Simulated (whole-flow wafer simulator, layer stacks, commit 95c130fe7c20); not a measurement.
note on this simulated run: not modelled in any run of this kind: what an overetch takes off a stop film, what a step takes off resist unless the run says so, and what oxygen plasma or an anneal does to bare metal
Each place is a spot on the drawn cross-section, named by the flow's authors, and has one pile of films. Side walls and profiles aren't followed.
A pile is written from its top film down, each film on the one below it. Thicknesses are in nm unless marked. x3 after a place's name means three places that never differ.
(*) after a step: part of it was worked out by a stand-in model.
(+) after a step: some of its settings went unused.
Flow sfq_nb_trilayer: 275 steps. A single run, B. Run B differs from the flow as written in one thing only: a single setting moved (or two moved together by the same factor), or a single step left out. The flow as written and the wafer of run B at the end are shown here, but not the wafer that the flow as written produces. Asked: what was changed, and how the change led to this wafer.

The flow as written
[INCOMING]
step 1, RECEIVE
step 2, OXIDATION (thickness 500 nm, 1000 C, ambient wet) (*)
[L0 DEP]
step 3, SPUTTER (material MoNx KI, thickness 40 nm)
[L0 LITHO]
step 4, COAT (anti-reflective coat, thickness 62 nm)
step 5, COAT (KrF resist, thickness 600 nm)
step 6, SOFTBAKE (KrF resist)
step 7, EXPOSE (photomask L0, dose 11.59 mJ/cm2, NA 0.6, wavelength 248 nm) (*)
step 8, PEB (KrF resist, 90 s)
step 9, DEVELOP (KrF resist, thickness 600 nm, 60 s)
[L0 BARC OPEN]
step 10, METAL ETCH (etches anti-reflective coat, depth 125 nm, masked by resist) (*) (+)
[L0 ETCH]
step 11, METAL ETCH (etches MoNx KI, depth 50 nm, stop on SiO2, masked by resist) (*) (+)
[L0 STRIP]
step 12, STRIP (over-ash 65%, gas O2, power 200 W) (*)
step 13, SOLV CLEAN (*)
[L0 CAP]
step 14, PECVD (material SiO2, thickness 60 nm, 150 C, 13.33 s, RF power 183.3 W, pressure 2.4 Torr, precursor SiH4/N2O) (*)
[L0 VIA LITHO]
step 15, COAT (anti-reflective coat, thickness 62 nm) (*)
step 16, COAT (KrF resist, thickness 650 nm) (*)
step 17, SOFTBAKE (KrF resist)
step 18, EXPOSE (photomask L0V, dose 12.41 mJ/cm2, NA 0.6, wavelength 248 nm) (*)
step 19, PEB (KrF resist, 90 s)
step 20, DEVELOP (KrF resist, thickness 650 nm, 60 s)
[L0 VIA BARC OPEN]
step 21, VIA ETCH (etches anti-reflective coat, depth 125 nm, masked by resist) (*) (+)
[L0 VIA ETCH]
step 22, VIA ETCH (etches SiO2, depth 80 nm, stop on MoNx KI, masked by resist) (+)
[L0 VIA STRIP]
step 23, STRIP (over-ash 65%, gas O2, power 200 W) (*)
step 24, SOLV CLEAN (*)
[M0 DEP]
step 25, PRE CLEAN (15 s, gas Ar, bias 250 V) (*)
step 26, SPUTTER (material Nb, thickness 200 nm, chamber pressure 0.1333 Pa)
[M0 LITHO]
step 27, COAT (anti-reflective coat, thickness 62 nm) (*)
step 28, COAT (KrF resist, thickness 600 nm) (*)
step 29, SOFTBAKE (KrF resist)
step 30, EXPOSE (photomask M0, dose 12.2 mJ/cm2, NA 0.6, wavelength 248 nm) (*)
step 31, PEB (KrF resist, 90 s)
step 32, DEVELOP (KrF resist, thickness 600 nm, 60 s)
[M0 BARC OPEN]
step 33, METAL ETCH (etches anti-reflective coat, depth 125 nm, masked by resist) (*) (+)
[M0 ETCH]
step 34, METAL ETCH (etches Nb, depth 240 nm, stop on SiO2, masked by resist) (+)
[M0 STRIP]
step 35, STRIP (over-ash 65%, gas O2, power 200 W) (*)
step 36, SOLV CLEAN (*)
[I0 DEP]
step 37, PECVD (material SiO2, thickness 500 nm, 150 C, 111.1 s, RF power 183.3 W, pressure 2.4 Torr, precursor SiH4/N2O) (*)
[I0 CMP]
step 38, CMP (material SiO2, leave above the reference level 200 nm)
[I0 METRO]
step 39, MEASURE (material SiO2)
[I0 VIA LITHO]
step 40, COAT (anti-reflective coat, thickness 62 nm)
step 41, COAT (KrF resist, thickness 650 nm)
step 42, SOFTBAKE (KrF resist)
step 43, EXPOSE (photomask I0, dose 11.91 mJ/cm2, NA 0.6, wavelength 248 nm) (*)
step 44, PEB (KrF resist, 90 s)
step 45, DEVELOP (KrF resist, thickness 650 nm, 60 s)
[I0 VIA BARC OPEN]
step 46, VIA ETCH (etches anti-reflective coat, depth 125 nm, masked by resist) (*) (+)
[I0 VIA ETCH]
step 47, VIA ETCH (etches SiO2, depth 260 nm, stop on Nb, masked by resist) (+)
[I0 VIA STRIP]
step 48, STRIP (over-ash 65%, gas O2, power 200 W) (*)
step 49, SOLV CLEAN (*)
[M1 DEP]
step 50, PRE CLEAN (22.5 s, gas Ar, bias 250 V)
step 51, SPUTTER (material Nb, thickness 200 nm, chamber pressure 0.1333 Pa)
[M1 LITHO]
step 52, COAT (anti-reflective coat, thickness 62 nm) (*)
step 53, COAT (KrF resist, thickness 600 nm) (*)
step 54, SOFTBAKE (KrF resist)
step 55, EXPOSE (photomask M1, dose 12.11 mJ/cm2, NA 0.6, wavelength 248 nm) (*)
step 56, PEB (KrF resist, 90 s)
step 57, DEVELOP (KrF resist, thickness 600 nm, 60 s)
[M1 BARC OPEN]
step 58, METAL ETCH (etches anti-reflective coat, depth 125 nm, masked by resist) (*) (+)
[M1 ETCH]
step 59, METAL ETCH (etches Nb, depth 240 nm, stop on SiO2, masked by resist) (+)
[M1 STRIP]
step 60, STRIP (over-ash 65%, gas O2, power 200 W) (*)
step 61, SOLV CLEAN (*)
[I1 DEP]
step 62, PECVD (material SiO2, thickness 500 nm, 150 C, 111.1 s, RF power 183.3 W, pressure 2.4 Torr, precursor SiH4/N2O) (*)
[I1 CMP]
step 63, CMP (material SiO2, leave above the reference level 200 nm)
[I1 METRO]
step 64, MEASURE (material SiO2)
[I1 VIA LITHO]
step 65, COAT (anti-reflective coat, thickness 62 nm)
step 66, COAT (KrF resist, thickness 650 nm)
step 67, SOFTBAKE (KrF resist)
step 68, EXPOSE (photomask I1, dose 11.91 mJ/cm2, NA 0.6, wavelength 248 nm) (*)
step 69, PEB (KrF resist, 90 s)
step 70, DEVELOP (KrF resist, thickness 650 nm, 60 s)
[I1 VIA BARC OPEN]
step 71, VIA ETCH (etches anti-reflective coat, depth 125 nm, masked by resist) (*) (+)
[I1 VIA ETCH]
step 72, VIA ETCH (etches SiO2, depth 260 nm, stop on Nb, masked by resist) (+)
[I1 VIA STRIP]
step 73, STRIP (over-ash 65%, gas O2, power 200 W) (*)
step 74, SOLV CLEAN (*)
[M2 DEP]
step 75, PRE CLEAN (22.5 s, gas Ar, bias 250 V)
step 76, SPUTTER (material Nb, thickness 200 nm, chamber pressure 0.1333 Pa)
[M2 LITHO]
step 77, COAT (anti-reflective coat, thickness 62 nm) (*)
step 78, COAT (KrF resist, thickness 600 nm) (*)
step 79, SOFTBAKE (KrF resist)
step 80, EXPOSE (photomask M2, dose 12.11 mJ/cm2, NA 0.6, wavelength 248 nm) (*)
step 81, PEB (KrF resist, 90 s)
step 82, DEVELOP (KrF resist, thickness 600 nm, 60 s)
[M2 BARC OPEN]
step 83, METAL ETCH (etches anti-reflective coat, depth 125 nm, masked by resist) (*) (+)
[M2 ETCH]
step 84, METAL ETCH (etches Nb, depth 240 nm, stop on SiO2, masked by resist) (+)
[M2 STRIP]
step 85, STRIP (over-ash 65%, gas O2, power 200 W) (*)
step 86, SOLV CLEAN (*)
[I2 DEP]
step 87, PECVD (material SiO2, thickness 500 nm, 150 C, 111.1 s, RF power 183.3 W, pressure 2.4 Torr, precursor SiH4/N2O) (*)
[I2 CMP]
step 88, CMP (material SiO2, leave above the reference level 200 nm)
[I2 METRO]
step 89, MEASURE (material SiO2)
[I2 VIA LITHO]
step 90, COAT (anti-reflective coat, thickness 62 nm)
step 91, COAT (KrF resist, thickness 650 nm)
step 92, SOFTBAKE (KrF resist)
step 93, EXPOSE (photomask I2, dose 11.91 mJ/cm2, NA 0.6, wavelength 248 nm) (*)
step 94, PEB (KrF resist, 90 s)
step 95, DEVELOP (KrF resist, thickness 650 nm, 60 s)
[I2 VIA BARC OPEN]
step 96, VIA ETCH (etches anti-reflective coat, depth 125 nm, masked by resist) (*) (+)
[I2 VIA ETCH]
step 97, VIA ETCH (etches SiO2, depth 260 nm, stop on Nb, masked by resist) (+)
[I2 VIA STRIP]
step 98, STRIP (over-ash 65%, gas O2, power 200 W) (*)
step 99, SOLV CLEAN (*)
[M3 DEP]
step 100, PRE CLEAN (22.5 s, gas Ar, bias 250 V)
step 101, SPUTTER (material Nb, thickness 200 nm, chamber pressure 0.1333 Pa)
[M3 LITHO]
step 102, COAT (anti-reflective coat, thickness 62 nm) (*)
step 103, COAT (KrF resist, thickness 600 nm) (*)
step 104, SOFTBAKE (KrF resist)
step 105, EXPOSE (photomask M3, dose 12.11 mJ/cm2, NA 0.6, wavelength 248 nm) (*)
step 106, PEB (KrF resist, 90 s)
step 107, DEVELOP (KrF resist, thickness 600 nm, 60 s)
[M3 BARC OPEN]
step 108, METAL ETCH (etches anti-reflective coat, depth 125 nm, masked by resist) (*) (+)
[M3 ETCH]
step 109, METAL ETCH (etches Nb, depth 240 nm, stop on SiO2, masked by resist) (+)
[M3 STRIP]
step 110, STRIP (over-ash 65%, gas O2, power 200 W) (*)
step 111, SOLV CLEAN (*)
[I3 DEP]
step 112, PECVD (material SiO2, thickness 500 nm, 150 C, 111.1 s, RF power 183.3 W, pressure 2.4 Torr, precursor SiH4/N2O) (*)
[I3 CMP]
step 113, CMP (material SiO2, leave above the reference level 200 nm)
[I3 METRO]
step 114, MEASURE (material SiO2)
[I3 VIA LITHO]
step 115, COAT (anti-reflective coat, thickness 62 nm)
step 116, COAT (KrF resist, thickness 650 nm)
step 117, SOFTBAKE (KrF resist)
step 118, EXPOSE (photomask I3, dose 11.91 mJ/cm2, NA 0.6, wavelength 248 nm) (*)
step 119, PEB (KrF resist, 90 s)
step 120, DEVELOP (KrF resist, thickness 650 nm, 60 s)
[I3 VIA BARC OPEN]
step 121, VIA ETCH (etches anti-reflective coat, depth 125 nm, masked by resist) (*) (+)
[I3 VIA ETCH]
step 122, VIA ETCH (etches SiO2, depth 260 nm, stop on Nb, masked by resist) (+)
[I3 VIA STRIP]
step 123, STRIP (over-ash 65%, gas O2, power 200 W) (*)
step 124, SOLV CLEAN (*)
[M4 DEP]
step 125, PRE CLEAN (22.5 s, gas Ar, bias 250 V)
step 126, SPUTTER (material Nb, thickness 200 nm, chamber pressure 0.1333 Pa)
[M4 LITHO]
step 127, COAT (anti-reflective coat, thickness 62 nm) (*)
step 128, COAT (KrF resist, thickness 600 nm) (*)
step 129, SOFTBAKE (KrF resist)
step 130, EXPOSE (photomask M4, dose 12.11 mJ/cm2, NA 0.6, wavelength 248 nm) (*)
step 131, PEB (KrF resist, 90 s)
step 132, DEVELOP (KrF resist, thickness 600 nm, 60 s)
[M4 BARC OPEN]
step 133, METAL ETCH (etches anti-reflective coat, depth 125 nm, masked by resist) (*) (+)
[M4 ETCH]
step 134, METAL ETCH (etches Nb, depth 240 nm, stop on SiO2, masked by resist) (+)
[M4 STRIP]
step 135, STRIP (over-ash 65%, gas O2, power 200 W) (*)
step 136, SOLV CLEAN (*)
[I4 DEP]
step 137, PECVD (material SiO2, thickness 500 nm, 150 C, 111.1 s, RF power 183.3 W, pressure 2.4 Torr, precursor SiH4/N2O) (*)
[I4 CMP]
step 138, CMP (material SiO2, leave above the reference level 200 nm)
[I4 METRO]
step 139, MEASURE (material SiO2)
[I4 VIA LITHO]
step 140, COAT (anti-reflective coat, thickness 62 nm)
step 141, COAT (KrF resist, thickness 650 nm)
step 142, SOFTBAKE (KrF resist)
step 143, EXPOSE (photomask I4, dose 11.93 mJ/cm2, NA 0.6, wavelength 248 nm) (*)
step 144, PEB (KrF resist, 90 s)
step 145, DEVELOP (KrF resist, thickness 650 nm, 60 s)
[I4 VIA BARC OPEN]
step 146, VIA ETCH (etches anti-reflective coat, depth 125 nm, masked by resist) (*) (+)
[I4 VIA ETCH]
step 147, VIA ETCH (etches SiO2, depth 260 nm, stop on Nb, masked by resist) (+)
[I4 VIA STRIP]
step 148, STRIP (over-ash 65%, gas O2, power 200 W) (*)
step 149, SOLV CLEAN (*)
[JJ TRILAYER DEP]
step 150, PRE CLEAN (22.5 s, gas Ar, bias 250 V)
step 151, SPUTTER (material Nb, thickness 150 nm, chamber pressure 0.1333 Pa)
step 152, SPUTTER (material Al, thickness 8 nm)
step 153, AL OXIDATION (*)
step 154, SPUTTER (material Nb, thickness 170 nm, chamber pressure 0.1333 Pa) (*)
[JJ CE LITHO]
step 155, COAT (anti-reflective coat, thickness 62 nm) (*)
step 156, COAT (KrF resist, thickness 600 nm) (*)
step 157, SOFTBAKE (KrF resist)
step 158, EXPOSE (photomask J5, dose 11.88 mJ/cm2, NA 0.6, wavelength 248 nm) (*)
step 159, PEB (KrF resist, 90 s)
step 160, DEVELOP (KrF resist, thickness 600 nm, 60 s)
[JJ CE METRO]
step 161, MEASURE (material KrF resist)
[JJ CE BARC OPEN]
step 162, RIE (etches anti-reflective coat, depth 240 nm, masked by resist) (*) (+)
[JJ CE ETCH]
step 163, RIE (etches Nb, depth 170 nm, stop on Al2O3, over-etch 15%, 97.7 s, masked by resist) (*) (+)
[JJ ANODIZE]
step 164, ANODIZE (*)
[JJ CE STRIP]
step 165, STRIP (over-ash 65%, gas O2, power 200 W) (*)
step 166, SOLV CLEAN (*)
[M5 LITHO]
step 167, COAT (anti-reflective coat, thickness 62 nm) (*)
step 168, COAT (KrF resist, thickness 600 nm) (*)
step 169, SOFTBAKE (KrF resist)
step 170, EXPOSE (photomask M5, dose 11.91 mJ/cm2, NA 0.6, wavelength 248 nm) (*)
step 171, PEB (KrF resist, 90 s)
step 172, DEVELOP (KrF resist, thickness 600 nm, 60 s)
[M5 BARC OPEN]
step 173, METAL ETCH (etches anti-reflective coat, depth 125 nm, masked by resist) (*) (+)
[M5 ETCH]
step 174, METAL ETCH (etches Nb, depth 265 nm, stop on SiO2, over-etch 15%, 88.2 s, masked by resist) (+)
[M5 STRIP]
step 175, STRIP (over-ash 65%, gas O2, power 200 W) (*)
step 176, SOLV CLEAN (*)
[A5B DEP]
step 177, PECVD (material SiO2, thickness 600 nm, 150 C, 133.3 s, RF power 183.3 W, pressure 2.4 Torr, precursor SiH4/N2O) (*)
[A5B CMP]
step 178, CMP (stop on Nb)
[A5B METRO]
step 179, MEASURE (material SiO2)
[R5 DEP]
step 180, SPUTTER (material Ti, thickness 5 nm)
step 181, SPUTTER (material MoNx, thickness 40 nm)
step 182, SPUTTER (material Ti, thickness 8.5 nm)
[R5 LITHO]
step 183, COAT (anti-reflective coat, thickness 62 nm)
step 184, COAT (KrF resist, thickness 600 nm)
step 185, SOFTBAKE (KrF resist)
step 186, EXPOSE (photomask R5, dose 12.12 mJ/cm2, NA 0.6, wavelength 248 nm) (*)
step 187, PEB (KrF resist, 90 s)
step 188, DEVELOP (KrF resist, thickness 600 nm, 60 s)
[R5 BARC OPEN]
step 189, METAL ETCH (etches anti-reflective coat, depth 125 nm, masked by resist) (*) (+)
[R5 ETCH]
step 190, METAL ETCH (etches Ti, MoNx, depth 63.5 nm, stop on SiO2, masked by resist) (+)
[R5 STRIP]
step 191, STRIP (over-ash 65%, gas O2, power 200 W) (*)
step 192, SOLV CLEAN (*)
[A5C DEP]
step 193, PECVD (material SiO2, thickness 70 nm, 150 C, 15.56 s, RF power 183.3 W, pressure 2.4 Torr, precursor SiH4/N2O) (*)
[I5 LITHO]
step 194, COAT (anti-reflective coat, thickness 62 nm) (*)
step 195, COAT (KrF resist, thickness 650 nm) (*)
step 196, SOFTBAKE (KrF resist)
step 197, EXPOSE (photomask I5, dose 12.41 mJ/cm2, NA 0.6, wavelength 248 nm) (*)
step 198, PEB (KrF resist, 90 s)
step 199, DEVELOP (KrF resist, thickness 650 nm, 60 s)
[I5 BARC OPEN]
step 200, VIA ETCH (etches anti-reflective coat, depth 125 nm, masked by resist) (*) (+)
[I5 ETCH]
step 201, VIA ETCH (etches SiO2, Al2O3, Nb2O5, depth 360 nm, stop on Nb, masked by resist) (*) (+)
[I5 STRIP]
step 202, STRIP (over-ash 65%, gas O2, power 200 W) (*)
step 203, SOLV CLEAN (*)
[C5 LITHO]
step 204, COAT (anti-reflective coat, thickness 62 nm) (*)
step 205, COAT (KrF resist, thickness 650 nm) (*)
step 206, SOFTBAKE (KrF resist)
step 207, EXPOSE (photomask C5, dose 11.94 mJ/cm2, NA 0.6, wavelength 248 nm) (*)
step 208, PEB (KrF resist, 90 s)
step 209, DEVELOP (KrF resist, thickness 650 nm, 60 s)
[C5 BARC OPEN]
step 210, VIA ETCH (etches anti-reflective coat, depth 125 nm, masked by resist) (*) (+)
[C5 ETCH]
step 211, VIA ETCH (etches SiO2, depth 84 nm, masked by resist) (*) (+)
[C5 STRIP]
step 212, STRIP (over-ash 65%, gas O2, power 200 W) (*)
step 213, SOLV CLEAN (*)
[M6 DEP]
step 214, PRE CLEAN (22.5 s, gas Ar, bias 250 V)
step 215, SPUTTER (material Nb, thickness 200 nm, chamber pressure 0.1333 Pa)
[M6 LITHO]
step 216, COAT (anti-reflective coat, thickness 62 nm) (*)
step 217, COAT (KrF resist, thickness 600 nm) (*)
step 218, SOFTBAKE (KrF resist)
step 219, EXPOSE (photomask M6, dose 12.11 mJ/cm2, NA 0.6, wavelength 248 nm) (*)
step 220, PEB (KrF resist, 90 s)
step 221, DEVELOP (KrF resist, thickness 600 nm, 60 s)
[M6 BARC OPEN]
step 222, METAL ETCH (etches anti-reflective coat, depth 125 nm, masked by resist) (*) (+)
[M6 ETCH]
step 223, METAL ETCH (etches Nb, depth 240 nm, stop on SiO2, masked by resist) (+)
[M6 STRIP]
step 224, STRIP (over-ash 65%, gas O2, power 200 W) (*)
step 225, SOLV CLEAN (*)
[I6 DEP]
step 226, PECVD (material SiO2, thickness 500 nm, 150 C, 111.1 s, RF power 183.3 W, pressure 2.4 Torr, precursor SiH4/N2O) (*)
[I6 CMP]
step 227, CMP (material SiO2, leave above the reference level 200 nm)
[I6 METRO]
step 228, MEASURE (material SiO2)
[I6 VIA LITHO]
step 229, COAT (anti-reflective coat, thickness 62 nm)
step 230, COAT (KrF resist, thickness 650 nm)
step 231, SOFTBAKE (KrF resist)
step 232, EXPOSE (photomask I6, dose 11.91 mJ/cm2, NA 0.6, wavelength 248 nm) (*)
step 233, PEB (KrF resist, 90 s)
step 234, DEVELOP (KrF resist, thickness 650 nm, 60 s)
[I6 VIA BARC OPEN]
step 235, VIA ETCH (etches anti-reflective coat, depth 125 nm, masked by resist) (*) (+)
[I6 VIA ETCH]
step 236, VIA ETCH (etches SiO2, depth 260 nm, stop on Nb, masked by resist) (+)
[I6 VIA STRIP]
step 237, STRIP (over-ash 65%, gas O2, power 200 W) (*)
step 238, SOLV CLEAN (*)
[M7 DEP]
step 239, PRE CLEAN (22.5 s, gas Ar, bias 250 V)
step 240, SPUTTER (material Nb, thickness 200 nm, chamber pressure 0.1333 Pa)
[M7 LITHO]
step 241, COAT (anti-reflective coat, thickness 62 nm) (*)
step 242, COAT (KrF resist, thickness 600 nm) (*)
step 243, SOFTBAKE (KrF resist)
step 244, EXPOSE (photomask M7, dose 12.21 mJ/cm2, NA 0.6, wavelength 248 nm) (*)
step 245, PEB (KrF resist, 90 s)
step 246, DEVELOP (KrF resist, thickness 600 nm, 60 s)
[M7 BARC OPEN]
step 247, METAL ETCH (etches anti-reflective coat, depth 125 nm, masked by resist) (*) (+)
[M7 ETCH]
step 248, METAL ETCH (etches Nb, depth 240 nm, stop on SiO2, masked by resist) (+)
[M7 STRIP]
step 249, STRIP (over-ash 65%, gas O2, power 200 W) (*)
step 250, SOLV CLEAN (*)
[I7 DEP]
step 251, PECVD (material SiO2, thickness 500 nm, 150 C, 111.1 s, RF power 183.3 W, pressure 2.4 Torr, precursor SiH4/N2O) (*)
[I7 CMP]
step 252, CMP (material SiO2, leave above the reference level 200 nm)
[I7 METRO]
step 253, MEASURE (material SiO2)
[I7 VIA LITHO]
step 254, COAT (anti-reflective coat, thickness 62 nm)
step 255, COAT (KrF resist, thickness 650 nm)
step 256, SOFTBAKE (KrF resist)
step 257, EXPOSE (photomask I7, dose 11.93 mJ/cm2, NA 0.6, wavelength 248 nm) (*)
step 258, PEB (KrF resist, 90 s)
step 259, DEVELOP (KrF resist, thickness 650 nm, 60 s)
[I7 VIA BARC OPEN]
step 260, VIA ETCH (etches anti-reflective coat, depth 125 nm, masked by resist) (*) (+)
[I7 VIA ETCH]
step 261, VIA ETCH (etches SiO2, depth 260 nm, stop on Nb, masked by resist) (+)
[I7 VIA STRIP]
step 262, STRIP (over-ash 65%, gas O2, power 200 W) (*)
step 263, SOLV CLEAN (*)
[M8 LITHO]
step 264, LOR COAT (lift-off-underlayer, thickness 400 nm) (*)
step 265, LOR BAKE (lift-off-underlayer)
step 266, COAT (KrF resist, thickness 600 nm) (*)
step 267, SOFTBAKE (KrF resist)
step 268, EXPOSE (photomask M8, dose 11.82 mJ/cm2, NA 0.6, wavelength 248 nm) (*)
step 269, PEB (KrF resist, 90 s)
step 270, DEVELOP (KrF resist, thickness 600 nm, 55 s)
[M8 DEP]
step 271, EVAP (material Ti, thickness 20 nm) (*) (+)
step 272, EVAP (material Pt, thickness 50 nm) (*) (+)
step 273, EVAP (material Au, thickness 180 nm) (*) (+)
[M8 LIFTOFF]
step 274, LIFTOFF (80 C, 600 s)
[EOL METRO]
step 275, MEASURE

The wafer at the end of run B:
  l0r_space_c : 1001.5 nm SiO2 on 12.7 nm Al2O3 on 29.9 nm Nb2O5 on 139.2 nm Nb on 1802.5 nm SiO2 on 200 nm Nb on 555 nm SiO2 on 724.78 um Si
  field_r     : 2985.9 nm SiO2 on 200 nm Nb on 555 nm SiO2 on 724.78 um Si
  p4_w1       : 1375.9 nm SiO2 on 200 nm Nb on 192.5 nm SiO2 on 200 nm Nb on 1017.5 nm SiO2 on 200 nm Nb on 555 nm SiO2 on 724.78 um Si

The reason: step 88, CMP: leave above the reference level 240 nm was run, whereas the flow has leave above the reference level 200 nm.

Step by step, how the change led to this:
  step 88, CMP (material SiO2, leave above the reference level 200 nm)
      field_l, be, be_sur and 81 more: SiO2 loses 60 (as written it would have been: SiO2 loses 100)
      v_sur, via_wl, via_w and 18 more: SiO2 loses 260 (as written it would have been: SiO2 loses 300)
      (as well as at 1 more place)
  step 97, VIA ETCH (etches SiO2, depth 260 nm, stop on Nb, masked by resist) (+)
      via_w: SiO2 loses 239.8 (all of it) (as written it would have been: SiO2 loses 199.8 (all of it))
  step 101, SPUTTER (material Nb, thickness 200 nm, chamber pressure 0.1333 Pa)
      via_w: Nb gains 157 (as written it would have been: Nb gains 165.5)
  step 102, COAT (anti-reflective coat, thickness 62 nm) (*)
      via_wl: anti-reflective coat gains 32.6 (new film) (as written it would have been: anti-reflective coat gains 34.2 (new film))
      via_w: anti-reflective coat gains 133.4 (new film) (as written it would have been: anti-reflective coat gains 124.8 (new film))
  step 103, COAT (KrF resist, thickness 600 nm) (*)
      via_w: KrF resist gains 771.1 (new film) (as written it would have been: KrF resist gains 737.9 (new film))
  step 110, STRIP (over-ash 65%, gas O2, power 200 W) (*)
      via_wl: KrF resist loses 380.5 (all of it), anti-reflective coat loses 32.6 (all of it) (as written it would have been: KrF resist loses 384.2 (all of it), anti-reflective coat loses 34.2 (all of it))
      via_w: KrF resist loses 553.1 (all of it), anti-reflective coat loses 133.4 (all of it) (as written it would have been: KrF resist loses 520 (all of it), anti-reflective coat loses 124.8 (all of it))
  step 112, PECVD (material SiO2, thickness 500 nm, 150 C, 111.1 s, RF power 183.3 W, pressure 2.4 Torr, precursor SiH4/N2O) (*)
      via_w: SiO2 gains 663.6 (new film) (as written it would have been: SiO2 gains 615 (new film))
